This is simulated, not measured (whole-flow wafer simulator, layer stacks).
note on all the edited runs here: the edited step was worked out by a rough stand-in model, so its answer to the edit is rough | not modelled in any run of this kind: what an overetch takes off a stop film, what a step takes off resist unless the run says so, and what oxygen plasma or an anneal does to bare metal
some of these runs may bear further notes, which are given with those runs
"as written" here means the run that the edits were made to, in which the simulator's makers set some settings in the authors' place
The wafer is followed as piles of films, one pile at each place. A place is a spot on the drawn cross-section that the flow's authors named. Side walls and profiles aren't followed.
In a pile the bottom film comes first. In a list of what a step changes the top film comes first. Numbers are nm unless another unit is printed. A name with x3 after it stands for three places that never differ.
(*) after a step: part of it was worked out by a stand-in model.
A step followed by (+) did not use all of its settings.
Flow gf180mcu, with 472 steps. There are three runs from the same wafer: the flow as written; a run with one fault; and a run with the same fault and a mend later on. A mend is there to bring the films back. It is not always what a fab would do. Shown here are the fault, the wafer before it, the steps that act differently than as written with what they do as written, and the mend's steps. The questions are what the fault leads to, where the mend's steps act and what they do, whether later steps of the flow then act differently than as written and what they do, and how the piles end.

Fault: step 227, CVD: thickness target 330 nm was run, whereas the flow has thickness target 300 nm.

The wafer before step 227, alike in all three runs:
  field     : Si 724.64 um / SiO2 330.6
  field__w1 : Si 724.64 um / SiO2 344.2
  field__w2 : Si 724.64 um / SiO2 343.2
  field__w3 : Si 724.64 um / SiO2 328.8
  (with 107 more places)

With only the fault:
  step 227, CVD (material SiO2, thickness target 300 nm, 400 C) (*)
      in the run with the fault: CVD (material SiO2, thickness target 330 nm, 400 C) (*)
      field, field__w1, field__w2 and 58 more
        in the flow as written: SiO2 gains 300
        in the run with the fault: SiO2 gains 330
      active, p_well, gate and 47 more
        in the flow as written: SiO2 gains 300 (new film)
        in the run with the fault: SiO2 gains 330 (new film)
  Steps further on in the flow that do not act as written (3 other steps are not shown; they differ only slightly, by no more than 2% or 0.5 nm, whichever is larger):
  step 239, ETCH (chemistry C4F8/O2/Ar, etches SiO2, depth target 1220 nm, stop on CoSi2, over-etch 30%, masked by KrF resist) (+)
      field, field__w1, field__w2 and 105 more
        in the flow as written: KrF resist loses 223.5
        in the run with the fault: KrF resist loses 231.3
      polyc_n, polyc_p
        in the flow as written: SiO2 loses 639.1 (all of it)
        in the run with the fault: SiO2 loses 669.1 (all of it)
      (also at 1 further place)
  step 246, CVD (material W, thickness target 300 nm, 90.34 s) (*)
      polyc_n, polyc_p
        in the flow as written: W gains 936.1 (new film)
        in the run with the fault: W gains 966.1 (new film)
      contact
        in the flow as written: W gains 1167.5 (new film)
        in the run with the fault: W gains 1197.8 (new film)
  At field__w8, contact, m1 and 6 more, the piles at the end differ from the flow's by more than 2% or 0.5 nm, whichever is larger.
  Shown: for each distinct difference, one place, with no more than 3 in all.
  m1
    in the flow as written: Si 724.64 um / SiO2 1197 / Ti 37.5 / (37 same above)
    in the run with the fault: Si 724.64 um / SiO2 1227 / Ti 37.5 / (37 same above)
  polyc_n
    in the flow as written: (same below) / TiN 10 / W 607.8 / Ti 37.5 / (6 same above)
    in the run with the fault: (same below) / TiN 10 / W 637.8 / Ti 37.5 / (6 same above)
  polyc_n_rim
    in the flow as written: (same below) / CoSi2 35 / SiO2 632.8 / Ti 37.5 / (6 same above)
    in the run with the fault: (same below) / CoSi2 35 / SiO2 662.8 / Ti 37.5 / (6 same above)

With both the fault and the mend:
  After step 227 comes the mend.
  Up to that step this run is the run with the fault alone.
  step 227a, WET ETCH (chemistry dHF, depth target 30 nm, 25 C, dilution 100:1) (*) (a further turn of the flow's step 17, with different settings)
      field, field__w1, field__w2 and 108 more
        SiO2 loses 30
  Later steps of the flow that are run all act as written at every place that is followed.
  At every place that both follow, the piles at the end match the flow's.
